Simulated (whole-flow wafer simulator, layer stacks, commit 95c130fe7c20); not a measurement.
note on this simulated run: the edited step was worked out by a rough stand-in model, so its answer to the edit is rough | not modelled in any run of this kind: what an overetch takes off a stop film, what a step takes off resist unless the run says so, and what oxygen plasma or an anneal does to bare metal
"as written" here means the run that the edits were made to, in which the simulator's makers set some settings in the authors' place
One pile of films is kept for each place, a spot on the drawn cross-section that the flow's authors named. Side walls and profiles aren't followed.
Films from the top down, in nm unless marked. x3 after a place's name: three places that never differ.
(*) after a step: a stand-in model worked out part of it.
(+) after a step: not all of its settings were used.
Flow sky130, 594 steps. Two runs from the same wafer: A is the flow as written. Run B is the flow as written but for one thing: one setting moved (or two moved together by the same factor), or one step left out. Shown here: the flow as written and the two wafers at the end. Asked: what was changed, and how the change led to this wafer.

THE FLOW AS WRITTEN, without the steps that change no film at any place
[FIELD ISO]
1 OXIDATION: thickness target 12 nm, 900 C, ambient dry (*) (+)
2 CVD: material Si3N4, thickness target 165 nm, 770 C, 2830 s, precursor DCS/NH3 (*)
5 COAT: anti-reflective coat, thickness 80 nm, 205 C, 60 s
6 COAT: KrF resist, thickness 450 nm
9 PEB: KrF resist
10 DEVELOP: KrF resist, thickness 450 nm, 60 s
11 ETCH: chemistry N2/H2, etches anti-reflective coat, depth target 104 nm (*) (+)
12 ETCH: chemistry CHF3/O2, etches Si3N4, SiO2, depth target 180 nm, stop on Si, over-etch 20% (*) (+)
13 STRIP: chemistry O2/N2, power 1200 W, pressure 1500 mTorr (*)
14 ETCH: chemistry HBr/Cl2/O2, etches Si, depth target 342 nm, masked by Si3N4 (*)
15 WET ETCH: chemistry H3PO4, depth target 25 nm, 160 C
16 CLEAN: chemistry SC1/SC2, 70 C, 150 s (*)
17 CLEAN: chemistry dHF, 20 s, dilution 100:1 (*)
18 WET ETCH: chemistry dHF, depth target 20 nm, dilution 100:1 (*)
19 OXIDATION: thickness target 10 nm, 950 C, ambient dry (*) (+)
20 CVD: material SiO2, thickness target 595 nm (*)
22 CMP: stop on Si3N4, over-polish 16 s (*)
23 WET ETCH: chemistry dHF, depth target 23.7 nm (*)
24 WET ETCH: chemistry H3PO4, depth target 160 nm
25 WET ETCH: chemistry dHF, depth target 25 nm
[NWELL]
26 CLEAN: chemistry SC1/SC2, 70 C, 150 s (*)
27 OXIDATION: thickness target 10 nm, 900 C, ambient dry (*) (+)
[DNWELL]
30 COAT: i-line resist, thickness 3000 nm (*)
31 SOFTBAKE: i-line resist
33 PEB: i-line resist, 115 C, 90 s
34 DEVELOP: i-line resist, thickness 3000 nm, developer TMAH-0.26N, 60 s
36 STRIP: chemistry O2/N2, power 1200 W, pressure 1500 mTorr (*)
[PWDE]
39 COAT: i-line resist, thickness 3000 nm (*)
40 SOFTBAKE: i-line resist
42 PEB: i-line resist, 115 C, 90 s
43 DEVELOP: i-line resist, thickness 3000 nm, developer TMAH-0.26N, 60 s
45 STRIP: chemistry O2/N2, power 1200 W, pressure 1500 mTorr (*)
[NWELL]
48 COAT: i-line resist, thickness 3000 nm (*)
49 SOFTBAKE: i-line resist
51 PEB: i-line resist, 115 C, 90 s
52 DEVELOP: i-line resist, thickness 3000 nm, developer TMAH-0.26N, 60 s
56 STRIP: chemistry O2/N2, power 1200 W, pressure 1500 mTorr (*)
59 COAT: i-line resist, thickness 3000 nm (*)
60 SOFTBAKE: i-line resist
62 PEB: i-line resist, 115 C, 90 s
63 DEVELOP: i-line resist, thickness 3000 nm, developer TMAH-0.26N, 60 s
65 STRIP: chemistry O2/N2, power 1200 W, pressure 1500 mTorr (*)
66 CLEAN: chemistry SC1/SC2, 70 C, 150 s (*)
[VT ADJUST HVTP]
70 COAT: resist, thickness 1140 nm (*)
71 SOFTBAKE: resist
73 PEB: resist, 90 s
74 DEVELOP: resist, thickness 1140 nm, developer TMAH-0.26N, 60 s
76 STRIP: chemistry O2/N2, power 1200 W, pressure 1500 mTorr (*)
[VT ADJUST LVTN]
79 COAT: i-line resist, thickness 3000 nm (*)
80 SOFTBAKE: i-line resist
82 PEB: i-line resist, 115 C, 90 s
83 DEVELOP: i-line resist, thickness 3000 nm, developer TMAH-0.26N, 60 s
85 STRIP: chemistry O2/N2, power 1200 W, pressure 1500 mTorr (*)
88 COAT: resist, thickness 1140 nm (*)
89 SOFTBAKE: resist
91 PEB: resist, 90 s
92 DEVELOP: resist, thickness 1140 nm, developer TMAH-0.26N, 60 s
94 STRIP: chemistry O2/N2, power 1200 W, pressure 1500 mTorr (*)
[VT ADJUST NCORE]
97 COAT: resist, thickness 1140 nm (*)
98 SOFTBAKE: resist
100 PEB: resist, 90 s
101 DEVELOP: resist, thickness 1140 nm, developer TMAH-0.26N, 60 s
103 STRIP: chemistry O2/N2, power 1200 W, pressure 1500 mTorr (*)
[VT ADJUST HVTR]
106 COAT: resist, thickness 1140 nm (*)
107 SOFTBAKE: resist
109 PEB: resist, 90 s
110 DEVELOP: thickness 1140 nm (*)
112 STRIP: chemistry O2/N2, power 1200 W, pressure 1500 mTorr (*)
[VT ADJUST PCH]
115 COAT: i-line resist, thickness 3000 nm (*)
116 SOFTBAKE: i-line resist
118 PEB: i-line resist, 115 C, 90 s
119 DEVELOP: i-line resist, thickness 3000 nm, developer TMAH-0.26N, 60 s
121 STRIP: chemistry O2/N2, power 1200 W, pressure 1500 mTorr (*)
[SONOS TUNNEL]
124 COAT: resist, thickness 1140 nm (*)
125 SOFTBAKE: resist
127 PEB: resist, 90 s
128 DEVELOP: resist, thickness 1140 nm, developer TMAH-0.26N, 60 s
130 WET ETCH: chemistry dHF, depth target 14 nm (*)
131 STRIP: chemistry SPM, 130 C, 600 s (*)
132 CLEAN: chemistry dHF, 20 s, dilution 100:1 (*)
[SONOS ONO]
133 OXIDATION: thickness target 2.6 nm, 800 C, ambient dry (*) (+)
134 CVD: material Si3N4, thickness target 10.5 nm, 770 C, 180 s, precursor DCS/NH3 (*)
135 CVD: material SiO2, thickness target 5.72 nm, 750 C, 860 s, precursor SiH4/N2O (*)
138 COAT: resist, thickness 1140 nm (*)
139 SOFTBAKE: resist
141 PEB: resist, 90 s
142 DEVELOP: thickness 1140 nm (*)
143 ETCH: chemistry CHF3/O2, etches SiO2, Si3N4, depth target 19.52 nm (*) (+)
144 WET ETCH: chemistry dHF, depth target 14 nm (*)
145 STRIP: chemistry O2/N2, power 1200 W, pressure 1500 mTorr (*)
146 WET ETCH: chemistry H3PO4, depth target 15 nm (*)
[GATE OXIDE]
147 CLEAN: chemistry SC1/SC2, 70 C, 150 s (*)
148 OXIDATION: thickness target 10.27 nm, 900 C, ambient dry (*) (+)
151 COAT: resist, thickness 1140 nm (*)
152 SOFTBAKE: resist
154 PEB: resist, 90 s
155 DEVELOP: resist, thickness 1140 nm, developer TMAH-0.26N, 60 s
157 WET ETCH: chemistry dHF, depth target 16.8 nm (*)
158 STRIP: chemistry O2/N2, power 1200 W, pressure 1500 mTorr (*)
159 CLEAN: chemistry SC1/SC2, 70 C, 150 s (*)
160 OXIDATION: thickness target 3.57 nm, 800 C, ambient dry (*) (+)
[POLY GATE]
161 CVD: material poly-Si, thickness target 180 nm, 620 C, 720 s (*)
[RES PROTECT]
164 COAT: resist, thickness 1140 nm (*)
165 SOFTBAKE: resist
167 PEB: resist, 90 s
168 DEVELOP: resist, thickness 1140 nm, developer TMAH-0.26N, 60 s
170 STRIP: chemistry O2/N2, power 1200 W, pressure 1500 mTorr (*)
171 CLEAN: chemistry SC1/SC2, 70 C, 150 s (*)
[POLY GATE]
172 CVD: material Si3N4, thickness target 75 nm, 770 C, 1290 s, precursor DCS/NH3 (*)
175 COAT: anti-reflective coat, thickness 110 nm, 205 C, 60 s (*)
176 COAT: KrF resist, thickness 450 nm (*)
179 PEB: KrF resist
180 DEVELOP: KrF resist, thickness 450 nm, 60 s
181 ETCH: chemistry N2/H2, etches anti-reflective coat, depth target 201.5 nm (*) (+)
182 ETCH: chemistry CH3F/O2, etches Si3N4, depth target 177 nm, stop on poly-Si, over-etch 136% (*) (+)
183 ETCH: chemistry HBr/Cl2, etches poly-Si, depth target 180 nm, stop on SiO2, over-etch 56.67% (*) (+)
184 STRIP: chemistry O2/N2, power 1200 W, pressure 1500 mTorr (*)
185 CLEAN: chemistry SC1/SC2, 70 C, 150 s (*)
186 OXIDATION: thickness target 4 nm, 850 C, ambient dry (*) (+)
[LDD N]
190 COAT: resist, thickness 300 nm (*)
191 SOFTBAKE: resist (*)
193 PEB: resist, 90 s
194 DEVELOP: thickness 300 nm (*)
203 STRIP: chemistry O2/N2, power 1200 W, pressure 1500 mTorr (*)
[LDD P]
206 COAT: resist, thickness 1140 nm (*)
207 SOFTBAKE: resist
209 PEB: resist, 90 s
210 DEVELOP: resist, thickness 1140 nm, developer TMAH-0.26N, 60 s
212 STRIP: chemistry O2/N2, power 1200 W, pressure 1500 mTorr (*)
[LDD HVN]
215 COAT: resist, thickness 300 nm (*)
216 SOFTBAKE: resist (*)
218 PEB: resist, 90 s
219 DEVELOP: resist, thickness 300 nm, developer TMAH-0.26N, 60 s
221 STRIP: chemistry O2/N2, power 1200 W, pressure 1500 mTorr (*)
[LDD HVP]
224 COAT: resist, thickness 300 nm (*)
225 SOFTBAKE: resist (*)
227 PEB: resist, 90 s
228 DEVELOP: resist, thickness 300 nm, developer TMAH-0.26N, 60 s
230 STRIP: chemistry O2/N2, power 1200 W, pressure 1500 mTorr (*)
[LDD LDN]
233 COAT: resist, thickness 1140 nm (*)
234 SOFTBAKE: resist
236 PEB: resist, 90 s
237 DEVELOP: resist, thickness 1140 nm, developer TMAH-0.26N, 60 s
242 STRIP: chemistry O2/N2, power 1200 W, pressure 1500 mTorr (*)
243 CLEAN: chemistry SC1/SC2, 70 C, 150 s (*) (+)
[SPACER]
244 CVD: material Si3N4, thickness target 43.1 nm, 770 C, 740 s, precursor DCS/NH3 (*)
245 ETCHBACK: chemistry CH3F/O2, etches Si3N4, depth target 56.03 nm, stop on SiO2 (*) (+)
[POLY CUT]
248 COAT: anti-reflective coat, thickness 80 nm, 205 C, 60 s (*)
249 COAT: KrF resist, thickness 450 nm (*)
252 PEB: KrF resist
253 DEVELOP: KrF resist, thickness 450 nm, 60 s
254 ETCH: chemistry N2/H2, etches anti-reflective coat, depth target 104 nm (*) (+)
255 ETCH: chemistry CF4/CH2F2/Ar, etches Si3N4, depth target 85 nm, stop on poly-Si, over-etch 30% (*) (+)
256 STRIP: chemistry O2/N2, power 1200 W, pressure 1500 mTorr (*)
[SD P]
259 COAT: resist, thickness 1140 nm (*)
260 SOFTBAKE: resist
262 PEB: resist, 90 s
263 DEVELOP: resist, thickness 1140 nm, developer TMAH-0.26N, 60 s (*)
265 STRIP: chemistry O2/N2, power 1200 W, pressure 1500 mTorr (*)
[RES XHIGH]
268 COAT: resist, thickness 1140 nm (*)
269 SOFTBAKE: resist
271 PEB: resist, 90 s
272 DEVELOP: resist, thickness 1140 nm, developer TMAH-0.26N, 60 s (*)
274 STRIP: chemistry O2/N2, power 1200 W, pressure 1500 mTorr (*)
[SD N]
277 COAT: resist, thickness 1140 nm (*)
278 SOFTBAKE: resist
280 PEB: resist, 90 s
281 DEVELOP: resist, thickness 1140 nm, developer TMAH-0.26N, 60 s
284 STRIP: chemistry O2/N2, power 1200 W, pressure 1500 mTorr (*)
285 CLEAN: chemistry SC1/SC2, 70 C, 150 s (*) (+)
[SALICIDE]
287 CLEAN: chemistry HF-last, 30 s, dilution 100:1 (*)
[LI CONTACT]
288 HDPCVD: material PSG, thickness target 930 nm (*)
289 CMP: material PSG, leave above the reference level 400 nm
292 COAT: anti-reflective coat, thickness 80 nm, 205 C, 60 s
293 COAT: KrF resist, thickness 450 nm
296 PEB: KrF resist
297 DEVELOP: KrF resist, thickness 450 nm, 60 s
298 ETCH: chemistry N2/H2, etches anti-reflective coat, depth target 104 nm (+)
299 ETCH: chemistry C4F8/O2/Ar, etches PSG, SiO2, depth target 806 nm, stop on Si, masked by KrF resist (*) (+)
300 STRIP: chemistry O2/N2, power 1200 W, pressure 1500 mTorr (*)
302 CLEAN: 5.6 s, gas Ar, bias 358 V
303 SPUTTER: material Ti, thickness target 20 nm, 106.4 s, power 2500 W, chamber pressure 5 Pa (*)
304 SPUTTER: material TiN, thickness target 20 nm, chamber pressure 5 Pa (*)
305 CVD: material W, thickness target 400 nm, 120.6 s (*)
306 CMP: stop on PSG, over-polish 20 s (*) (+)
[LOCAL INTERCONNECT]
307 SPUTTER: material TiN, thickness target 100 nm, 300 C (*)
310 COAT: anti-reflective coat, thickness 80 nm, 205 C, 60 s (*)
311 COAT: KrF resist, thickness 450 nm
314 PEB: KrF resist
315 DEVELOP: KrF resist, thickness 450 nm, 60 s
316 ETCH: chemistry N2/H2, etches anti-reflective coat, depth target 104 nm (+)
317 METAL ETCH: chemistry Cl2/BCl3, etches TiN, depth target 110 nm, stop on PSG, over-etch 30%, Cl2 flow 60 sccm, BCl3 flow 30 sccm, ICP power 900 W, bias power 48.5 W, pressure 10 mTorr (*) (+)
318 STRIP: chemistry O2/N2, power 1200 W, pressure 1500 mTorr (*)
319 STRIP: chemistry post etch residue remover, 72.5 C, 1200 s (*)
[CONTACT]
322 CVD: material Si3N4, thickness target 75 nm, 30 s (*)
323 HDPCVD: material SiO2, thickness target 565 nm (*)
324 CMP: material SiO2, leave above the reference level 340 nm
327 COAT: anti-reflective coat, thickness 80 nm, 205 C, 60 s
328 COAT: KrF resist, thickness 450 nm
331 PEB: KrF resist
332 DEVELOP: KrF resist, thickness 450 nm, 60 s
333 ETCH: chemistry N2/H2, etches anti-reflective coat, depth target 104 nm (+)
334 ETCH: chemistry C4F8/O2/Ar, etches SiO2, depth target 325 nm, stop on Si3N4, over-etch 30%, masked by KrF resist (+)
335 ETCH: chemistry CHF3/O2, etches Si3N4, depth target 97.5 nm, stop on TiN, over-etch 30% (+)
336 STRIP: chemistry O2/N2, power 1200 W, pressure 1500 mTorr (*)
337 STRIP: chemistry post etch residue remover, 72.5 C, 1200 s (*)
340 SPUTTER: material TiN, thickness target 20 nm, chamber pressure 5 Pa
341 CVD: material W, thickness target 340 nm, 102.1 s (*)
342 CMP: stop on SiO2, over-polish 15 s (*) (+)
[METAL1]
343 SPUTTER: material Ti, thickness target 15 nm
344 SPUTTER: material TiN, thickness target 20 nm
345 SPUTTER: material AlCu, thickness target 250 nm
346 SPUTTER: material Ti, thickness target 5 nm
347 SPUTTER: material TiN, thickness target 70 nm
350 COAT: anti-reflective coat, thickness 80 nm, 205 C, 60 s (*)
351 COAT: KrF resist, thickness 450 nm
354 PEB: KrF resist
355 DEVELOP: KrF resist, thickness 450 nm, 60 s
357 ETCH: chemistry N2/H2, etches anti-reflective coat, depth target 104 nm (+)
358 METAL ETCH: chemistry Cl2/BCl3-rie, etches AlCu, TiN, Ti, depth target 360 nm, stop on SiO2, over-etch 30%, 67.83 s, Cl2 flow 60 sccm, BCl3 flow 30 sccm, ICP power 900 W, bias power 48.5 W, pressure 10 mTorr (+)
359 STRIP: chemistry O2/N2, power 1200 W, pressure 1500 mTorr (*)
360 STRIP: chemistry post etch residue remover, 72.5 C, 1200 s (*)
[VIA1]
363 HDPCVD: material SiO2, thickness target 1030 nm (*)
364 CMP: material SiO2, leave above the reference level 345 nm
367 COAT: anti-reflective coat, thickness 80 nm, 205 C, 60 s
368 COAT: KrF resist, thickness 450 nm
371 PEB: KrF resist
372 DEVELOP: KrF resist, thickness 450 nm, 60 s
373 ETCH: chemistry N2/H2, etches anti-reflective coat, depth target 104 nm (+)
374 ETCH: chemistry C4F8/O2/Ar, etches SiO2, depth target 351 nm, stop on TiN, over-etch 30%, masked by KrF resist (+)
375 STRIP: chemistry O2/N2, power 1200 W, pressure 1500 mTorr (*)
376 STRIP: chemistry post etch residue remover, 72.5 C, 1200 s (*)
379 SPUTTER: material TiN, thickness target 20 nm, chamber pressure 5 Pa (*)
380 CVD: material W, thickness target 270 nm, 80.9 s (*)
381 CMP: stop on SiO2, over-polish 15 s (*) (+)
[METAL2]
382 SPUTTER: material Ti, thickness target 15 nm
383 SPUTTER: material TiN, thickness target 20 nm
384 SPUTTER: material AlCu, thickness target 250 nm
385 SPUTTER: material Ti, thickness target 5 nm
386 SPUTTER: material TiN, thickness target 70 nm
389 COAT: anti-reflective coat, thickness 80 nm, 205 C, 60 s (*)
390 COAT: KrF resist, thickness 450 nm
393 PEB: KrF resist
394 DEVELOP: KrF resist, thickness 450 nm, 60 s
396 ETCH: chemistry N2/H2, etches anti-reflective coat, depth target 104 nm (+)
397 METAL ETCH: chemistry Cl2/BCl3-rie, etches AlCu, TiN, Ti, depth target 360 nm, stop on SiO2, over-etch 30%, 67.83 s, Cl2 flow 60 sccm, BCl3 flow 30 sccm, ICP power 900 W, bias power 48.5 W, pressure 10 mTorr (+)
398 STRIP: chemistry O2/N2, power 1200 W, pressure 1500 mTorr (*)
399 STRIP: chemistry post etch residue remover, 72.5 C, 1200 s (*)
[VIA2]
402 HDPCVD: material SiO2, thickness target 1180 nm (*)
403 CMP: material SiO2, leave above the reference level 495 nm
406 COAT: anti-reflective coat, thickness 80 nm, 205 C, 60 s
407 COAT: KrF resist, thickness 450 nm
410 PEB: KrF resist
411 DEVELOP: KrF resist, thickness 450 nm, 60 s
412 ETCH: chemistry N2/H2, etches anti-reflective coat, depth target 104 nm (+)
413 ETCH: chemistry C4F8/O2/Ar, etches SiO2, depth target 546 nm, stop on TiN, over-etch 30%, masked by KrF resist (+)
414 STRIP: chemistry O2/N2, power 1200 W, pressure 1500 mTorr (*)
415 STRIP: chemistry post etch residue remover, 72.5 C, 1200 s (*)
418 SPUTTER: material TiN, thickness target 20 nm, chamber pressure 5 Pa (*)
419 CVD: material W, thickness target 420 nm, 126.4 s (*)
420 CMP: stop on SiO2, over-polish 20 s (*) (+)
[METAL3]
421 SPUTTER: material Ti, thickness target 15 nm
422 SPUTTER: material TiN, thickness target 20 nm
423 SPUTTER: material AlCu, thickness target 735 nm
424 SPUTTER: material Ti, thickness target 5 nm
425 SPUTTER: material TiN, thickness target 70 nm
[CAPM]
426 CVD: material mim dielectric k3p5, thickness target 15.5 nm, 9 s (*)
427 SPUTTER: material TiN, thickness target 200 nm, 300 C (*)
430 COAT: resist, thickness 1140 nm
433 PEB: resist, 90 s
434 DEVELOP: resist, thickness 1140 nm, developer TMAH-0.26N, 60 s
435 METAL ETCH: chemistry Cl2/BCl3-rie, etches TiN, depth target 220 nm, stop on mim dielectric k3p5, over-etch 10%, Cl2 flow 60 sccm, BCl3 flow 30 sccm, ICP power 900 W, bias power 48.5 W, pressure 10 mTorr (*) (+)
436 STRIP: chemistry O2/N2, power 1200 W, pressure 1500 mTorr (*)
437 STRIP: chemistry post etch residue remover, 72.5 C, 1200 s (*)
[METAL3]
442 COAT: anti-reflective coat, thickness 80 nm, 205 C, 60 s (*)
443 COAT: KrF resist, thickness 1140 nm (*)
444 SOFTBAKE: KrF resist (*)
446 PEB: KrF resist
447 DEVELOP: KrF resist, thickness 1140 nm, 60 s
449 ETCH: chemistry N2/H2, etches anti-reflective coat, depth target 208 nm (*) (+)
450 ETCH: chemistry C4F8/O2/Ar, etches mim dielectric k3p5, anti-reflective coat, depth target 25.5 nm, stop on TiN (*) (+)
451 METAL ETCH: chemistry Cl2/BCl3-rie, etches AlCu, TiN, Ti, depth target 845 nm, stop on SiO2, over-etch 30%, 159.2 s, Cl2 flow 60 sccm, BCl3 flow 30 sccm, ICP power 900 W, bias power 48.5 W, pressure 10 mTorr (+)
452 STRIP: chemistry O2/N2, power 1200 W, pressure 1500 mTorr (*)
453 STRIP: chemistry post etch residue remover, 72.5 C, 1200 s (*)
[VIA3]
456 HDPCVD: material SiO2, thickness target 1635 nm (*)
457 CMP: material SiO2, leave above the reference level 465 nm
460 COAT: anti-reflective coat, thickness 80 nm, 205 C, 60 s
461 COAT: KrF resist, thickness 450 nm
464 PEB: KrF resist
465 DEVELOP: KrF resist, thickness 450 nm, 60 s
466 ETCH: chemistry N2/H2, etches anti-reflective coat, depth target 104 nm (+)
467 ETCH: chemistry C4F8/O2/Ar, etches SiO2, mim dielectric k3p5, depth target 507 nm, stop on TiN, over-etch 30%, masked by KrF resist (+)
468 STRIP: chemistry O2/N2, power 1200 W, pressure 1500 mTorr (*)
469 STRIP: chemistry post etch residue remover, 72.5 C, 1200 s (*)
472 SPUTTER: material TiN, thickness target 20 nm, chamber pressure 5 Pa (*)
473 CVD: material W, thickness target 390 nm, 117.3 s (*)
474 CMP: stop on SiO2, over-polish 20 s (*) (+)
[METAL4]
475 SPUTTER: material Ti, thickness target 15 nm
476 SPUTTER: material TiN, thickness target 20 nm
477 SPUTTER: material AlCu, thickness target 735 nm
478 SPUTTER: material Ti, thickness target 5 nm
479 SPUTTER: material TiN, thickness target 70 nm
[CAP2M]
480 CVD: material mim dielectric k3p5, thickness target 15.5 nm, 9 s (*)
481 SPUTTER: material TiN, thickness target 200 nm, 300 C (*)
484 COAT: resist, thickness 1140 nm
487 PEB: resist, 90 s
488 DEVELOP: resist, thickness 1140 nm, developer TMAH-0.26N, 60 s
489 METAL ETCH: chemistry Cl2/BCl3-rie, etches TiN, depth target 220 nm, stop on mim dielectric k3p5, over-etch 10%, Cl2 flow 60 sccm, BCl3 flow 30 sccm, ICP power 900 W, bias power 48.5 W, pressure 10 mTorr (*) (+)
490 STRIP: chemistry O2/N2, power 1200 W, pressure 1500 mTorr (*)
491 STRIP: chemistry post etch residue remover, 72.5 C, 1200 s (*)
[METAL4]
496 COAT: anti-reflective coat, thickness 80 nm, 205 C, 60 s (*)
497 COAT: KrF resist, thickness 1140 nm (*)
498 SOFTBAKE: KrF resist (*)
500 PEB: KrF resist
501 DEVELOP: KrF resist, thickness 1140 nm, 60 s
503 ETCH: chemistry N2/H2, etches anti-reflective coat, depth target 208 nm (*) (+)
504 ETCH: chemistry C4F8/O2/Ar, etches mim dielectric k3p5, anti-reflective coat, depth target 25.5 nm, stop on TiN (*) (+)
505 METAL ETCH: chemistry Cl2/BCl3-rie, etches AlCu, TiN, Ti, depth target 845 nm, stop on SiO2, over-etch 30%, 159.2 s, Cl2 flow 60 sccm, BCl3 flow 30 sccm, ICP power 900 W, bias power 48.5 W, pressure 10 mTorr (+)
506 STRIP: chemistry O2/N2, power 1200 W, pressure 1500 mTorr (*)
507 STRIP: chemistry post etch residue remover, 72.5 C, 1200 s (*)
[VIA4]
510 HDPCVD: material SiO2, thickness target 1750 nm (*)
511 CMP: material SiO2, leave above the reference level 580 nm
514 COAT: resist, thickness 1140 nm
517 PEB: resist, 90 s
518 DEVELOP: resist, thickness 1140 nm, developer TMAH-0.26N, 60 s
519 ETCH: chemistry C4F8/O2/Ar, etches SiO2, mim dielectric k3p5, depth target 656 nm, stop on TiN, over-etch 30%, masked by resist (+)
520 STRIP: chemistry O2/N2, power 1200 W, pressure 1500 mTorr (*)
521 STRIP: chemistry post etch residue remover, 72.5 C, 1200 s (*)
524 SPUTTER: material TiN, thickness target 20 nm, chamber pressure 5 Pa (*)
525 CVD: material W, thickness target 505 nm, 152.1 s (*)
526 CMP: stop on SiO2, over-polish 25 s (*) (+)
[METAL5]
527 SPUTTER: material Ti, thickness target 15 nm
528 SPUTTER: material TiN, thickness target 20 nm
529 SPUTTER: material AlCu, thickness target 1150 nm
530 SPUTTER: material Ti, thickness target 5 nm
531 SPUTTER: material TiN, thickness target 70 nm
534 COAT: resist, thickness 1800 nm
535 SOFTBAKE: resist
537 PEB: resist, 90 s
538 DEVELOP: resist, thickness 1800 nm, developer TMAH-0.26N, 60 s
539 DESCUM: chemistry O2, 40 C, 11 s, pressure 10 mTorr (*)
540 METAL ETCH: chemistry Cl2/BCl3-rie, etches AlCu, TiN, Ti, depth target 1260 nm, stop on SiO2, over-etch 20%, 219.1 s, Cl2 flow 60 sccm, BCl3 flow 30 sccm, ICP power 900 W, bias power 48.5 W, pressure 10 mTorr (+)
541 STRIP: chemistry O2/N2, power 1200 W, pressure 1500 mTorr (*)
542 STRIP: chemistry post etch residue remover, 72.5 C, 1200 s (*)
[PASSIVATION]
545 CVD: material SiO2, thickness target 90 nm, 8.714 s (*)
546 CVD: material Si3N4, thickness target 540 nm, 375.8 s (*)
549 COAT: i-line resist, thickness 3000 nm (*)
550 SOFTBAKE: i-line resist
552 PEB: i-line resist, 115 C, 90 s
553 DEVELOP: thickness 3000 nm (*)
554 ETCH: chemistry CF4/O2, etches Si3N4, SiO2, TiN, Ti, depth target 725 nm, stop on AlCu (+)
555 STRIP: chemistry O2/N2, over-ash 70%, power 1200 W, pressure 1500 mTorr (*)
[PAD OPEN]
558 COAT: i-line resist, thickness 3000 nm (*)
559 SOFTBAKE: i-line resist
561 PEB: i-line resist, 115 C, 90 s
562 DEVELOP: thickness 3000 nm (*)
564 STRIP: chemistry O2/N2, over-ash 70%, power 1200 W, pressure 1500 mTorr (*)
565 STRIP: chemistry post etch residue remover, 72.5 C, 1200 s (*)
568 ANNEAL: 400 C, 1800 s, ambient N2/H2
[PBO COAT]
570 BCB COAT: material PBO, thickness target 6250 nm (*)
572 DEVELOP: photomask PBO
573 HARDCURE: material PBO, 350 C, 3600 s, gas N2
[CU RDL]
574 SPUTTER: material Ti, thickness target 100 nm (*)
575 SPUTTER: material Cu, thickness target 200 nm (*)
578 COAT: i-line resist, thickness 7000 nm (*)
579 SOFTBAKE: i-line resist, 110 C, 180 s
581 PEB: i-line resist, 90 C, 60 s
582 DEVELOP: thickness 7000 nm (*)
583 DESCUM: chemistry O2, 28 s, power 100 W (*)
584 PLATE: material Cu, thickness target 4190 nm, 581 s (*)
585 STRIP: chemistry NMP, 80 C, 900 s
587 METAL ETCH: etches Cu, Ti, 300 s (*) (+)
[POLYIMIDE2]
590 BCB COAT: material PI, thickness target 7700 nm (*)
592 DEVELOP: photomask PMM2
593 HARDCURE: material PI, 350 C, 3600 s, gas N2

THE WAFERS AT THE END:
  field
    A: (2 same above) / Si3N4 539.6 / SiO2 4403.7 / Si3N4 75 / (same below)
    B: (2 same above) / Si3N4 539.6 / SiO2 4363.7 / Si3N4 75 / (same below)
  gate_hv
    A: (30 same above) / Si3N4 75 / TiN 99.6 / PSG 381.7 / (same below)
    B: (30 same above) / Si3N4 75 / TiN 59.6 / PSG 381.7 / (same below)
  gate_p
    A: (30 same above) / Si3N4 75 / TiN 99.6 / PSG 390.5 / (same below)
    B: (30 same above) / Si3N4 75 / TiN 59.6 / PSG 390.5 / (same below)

The cause: step 307, SPUTTER: thickness target 60 nm was run, where the flow has thickness target 100 nm.

How the change led to this, step by step:
  307 SPUTTER: material TiN, thickness target 100 nm, 300 C (*)
      field, active, n_well and 188 more: A TiN +100 (new film) | B TiN +60 (new film)
  317 METAL ETCH: chemistry Cl2/BCl3, etches TiN, depth target 110 nm, stop on PSG, over-etch 30%, Cl2 flow 60 sccm, BCl3 flow 30 sccm, ICP power 900 W, bias power 48.5 W, pressure 10 mTorr (*) (+)
      n_well, p_well, gate_hv and 97 more: A KrF resist -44 | B KrF resist -30.5
      field, active, gate and 88 more: A TiN -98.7 (all of it) | B TiN -58.7 (all of it)
  318 STRIP: chemistry O2/N2, power 1200 W, pressure 1500 mTorr (*)
      n_well, p_well, gate_hv and 93 more: A KrF resist -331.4 (all of it), anti-reflective coat -80 (all of it) | B KrF resist -344.9 (all of it), anti-reflective coat -80 (all of it)
      poly_licon, rpo_hd_licon: A KrF resist -331.5 (all of it), anti-reflective coat -80.4 (all of it) | B KrF resist -345 (all of it), anti-reflective coat -80.4 (all of it)
      (and at 2 more places)
  324 CMP: material SiO2, leave above the reference level 340 nm
      field, active, gate and 88 more: A SiO2 -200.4 | B SiO2 -240.4
